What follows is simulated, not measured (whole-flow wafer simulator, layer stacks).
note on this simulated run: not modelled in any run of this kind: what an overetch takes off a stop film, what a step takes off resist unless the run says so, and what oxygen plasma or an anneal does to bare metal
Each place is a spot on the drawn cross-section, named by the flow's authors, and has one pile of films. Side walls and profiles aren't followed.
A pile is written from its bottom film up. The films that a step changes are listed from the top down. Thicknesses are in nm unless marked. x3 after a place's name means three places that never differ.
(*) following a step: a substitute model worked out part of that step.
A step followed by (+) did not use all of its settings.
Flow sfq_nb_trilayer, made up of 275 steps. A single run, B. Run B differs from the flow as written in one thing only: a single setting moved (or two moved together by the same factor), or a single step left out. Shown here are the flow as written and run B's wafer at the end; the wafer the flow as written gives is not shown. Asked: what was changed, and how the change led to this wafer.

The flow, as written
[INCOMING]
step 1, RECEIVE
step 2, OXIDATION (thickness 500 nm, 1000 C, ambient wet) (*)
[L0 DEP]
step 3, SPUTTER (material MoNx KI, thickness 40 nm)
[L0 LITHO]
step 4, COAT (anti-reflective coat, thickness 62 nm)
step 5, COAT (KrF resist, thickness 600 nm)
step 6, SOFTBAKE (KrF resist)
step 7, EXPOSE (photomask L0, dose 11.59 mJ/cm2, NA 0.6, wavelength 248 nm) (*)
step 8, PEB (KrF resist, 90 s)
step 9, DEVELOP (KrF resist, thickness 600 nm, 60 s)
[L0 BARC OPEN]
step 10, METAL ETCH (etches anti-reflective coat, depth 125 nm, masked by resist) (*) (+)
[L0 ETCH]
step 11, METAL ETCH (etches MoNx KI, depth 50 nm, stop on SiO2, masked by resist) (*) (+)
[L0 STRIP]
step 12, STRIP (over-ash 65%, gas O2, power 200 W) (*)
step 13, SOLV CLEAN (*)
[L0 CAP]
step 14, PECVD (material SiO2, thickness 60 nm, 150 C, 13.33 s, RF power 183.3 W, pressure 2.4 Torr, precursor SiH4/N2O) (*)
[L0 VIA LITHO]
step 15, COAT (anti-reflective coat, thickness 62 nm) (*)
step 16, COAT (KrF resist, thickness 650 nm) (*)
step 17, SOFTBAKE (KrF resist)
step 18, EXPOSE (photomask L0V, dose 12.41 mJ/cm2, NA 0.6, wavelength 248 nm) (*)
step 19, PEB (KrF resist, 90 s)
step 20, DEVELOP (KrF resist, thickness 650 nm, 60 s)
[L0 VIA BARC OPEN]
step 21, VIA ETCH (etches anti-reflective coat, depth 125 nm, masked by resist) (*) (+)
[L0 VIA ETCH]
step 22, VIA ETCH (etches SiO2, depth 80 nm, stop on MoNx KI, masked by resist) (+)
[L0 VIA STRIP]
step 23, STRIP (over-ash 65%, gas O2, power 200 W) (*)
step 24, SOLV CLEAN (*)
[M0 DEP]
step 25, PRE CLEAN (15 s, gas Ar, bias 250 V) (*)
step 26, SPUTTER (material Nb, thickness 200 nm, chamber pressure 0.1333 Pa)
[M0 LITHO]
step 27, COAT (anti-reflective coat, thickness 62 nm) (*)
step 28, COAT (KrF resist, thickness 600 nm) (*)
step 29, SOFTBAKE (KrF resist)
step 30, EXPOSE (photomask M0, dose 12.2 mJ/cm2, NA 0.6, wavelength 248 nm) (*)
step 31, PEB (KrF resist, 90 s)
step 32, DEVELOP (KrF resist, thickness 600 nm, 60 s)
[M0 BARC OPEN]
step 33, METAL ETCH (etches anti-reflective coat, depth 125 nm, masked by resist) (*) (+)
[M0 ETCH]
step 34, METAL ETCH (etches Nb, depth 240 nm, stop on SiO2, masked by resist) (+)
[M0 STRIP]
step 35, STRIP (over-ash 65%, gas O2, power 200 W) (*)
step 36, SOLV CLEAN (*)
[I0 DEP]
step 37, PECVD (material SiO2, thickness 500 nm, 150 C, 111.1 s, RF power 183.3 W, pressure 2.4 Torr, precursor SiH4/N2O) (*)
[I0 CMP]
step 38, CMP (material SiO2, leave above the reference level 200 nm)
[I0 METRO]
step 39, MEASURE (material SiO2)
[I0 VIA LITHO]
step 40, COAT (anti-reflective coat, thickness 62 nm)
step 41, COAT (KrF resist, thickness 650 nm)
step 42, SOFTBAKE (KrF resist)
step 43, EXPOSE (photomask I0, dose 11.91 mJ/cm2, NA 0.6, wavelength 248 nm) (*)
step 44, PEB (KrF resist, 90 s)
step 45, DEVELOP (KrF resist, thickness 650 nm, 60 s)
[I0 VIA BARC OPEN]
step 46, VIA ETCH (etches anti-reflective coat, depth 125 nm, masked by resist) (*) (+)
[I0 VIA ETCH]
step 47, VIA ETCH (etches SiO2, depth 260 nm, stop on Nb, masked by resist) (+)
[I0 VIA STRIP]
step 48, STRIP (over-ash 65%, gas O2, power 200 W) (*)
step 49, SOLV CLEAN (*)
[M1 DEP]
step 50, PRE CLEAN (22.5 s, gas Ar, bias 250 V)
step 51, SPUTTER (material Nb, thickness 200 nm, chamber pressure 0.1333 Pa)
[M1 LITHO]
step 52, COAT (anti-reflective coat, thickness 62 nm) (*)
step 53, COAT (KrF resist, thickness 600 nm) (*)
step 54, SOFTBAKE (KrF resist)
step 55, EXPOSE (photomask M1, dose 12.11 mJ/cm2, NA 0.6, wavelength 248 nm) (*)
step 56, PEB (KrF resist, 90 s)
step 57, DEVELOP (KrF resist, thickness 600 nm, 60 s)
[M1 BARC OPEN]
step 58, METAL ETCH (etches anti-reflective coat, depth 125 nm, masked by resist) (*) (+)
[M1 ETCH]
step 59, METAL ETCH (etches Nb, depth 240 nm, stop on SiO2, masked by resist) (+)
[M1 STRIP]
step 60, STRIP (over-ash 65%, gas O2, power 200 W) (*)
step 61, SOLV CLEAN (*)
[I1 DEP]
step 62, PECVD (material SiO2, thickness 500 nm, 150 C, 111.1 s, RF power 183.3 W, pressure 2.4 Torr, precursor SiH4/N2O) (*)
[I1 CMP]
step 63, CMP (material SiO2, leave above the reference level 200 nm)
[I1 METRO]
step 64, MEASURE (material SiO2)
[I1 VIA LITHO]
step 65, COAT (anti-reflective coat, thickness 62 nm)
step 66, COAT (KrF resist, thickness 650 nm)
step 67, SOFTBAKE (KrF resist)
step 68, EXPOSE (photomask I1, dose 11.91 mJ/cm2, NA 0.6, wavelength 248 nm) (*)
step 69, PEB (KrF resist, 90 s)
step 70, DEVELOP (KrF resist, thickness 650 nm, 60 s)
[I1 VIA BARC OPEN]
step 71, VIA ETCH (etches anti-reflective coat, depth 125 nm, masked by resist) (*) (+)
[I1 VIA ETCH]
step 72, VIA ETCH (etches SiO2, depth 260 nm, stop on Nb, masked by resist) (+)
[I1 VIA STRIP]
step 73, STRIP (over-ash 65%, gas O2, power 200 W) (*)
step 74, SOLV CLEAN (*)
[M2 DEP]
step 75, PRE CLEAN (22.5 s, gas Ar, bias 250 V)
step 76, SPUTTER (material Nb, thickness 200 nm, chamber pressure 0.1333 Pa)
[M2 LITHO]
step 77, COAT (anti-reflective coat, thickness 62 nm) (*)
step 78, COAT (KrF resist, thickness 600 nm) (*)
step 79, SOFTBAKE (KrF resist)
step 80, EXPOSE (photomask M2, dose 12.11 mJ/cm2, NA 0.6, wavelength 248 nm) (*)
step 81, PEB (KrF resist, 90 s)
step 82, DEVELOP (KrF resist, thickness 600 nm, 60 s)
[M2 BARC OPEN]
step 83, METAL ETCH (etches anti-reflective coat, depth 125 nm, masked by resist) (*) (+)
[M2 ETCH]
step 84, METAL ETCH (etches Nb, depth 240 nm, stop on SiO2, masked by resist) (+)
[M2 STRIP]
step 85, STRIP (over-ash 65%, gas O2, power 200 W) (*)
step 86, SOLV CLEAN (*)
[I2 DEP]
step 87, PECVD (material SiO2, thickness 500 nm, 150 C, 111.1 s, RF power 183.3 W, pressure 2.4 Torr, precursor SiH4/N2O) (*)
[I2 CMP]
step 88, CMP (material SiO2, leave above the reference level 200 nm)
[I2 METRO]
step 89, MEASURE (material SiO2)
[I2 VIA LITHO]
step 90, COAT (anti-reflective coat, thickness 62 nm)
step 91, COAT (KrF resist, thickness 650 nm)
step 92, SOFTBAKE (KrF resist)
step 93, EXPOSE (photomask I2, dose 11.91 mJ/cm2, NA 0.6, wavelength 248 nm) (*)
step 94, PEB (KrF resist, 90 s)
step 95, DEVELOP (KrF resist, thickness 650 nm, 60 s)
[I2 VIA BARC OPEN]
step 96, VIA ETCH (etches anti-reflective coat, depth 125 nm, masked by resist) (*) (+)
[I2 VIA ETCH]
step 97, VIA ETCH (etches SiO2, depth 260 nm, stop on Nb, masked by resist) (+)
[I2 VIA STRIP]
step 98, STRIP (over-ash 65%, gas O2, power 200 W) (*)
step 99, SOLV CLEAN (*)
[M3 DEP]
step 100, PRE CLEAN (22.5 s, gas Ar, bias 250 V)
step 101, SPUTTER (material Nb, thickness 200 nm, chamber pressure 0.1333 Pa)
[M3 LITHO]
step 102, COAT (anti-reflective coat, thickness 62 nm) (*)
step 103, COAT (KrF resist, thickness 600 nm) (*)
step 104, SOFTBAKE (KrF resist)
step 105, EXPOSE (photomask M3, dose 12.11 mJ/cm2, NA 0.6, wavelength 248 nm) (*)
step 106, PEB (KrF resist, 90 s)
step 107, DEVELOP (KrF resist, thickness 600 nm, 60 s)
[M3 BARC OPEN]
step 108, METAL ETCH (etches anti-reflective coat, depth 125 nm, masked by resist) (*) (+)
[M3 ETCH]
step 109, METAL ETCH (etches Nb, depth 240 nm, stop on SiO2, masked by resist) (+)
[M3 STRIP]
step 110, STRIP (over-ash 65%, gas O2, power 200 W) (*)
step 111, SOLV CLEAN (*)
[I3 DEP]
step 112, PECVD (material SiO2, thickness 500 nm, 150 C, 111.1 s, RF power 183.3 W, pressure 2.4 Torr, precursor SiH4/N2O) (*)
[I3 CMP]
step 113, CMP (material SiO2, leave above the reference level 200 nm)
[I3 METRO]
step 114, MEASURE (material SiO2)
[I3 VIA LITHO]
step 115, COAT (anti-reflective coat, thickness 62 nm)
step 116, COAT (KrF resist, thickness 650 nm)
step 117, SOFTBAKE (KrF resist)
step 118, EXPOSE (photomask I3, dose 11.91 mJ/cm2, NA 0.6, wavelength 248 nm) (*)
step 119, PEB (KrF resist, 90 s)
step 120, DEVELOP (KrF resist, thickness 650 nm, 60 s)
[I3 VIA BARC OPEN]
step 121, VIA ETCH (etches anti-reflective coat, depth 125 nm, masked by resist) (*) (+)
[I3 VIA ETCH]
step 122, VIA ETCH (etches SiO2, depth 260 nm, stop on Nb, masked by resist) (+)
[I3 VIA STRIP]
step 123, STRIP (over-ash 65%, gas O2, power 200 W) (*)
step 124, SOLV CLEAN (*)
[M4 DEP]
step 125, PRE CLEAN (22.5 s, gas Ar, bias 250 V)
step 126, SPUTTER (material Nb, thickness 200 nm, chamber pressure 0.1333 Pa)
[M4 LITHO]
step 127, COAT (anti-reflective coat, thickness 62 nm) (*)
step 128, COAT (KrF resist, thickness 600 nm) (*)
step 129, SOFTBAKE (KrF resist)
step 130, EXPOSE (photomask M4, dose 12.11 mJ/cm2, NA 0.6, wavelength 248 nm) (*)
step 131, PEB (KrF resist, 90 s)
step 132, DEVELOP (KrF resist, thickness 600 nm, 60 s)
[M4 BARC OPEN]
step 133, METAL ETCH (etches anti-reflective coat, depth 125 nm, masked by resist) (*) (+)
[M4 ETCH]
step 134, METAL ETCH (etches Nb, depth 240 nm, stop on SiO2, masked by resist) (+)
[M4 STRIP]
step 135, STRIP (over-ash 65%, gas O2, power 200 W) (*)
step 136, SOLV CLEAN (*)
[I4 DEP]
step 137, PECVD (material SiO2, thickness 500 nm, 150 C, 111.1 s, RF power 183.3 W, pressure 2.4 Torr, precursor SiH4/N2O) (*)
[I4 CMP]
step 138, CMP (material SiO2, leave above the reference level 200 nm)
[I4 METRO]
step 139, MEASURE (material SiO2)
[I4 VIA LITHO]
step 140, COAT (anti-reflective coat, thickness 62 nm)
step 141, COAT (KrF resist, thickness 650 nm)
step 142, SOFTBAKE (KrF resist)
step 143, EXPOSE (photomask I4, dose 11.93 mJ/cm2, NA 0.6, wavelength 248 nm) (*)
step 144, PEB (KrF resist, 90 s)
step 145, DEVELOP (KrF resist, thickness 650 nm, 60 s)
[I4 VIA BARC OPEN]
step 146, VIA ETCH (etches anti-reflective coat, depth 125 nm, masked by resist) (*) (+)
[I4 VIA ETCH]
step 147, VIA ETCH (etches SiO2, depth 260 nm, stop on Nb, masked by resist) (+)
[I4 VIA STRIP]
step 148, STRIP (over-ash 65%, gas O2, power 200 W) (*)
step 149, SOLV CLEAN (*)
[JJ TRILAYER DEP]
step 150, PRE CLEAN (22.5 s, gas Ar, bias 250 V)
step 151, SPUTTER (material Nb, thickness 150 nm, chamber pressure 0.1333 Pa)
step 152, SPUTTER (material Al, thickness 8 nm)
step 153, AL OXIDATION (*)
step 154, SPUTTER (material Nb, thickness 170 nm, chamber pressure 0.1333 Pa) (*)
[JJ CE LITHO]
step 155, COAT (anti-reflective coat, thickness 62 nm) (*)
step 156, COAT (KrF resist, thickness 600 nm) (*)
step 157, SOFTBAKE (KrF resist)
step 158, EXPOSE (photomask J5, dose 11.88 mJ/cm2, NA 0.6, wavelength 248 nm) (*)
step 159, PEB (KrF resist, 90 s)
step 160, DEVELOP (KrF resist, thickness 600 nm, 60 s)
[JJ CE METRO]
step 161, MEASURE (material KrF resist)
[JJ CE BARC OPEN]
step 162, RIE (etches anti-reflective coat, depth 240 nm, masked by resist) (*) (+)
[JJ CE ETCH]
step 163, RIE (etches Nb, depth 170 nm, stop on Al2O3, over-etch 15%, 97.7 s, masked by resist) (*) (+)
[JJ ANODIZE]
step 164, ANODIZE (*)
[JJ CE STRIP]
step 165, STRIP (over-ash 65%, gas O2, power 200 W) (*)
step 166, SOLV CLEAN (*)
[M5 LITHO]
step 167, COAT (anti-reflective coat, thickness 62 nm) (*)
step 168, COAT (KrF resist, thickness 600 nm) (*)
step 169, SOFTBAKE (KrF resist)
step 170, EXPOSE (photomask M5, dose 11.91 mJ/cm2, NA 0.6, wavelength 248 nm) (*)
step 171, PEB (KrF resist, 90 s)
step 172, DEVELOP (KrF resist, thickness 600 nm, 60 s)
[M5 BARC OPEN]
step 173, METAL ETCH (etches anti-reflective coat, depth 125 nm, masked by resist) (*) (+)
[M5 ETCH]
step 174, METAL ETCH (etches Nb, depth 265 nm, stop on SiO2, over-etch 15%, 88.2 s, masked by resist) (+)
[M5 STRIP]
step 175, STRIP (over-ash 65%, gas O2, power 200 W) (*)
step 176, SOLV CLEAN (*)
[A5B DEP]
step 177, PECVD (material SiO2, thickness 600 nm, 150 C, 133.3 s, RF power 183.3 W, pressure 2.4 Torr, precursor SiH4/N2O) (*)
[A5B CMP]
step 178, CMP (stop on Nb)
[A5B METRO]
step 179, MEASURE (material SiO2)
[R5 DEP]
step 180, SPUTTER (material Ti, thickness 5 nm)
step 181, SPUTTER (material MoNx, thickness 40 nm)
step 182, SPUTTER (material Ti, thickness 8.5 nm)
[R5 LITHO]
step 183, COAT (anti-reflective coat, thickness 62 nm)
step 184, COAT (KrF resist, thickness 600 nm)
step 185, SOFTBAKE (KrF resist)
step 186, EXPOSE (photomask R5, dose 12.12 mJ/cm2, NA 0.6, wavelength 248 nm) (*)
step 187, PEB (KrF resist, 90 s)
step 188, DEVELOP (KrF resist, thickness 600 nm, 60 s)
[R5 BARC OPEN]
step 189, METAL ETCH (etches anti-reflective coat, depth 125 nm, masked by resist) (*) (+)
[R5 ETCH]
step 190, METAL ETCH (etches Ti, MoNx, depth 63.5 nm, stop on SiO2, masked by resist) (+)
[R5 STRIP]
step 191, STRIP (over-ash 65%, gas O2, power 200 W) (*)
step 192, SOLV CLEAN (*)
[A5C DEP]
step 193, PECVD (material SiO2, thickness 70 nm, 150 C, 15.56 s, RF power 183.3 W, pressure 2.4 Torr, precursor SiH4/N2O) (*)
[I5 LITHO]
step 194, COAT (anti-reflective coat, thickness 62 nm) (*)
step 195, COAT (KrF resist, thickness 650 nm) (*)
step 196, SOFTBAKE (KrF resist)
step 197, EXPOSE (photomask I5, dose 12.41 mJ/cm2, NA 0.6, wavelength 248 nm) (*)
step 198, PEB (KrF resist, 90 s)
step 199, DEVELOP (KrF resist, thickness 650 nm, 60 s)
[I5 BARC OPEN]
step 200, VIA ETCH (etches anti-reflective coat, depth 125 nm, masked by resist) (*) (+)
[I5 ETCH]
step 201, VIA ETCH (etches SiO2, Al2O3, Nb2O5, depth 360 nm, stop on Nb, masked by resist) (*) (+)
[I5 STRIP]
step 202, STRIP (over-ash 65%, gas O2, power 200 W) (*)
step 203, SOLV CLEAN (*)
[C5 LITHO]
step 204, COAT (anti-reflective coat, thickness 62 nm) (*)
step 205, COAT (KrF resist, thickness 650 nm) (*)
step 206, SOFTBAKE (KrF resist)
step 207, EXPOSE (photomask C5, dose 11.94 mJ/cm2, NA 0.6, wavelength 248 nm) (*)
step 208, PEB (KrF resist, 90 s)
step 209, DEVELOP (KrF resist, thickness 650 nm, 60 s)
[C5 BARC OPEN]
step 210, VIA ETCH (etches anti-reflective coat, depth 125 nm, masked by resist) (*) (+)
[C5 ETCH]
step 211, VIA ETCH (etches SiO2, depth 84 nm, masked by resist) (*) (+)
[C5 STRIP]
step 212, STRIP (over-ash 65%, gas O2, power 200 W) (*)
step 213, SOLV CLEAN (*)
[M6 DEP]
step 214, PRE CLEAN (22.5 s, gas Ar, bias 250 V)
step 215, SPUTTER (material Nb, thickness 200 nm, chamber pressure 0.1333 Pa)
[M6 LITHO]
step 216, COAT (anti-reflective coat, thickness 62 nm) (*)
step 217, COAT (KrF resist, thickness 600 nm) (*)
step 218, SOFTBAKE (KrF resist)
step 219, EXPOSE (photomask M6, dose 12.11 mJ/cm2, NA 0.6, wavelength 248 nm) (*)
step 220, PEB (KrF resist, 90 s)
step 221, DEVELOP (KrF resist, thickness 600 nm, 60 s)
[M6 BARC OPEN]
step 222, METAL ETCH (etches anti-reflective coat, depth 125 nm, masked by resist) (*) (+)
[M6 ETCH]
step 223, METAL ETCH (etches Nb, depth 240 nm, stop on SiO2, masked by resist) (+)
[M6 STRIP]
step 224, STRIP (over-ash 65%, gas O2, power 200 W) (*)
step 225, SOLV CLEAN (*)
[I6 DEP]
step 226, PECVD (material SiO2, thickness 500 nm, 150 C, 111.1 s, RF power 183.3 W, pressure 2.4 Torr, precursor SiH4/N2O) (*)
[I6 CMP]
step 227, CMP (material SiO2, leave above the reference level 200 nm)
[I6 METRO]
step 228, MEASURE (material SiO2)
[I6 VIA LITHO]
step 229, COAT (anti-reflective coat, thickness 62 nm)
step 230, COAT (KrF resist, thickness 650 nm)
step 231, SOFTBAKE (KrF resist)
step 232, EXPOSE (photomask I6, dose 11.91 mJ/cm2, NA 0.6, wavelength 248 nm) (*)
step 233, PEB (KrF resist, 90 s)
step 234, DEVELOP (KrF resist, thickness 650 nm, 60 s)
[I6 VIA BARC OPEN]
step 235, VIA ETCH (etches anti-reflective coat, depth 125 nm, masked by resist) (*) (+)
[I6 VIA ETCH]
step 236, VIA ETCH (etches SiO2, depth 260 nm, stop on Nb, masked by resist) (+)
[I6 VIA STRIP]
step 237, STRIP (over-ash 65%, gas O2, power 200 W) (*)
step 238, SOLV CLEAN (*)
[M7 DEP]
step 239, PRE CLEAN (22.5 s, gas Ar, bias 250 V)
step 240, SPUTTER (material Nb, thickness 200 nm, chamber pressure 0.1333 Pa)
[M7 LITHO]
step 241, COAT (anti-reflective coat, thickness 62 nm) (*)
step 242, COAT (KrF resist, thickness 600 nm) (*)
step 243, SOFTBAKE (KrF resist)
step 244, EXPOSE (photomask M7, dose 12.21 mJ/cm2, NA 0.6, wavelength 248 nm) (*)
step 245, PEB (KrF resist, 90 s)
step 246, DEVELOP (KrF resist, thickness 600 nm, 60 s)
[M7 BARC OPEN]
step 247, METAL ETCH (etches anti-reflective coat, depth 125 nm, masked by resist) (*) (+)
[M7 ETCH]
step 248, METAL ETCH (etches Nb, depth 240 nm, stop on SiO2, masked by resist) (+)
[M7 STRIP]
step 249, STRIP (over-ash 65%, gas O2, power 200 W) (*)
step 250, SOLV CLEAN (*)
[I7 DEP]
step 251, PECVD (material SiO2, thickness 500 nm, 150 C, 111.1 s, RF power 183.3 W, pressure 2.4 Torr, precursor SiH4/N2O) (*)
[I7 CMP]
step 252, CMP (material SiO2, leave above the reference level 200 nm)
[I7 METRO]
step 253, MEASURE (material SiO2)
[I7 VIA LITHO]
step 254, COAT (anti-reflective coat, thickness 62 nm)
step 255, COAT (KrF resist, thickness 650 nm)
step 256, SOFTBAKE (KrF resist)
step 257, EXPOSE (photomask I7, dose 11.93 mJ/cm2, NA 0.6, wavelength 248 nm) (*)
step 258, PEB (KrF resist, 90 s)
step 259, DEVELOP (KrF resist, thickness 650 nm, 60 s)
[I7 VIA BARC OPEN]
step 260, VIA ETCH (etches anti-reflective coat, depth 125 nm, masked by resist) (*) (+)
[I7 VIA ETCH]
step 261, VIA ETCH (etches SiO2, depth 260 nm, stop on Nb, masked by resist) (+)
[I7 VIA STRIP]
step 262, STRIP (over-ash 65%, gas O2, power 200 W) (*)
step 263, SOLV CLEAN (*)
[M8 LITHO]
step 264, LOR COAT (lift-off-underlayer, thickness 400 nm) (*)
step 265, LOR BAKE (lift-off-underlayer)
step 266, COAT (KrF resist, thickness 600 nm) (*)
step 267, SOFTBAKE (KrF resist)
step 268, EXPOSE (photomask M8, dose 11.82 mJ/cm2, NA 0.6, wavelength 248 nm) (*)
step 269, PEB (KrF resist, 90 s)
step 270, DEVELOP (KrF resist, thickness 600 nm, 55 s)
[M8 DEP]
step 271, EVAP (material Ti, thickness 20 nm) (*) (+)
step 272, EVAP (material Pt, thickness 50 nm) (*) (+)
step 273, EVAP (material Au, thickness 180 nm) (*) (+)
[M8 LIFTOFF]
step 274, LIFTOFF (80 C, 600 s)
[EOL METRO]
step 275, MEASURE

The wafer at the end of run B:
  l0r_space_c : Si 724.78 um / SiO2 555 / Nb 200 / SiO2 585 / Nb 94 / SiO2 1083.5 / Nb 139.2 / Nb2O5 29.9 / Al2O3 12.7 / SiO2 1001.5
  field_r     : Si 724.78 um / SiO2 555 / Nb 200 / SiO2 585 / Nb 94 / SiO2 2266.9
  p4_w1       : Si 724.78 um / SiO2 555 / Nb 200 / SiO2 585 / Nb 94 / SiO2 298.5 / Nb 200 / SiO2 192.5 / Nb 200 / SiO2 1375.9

The reason: step 84, METAL ETCH: depth 106 nm was run, though the flow has depth 240 nm.

Step by step, how the change led to this:
  step 84, METAL ETCH (etches Nb, depth 240 nm, stop on SiO2, masked by resist) (+)
      field_l, be, be_sur and 81 more: -106 Nb (in the flow as written it would be: -200 Nb (all of it))
      v_sur, via_wl, via_w and 19 more: -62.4 KrF resist (in the flow as written it would be: -141.2 KrF resist)
  step 85, STRIP (over-ash 65%, gas O2, power 200 W) (*)
      wl_j_sl, wl_jj, wl_j_sr and 12 more: -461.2 KrF resist (all of it), -62 anti-reflective coat (all of it) (in the flow as written it would be: -382.4 KrF resist (all of it), -62 anti-reflective coat (all of it))
      v_sur: -458.9 KrF resist (all of it), -61.4 anti-reflective coat (all of it) (in the flow as written it would be: -380 KrF resist (all of it), -61.4 anti-reflective coat (all of it))
      (also at 6 further places)
  step 87, PECVD (material SiO2, thickness 500 nm, 150 C, 111.1 s, RF power 183.3 W, pressure 2.4 Torr, precursor SiH4/N2O) (*)
      field_l, be, be_sur and 81 more: +500 SiO2 (new film) (in the flow as written it would be: +500 SiO2)
  step 88, CMP (material SiO2, leave above the reference level 200 nm)
      field_l, be, be_sur and 81 more: -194 SiO2 (in the flow as written it would be: -100 SiO2)
If metal films that touch count as one body, l0r_space_c has 3 bodies (between them, from the top down: SiO2 1083.5; SiO2 585); the flow as written gives 2 bodies (between them, from the top down: SiO2 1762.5).
If metal films that touch count as one body, field_r has 2 bodies (between them, from the top down: SiO2 585); the flow as written gives 1 body.
If metal films that touch count as one body, p4_w1 has 4 bodies (between them, from the top down: SiO2 192.5; SiO2 298.5; SiO2 585); the flow as written gives 3 bodies (between them, from the top down: SiO2 192.5; SiO2 977.5).
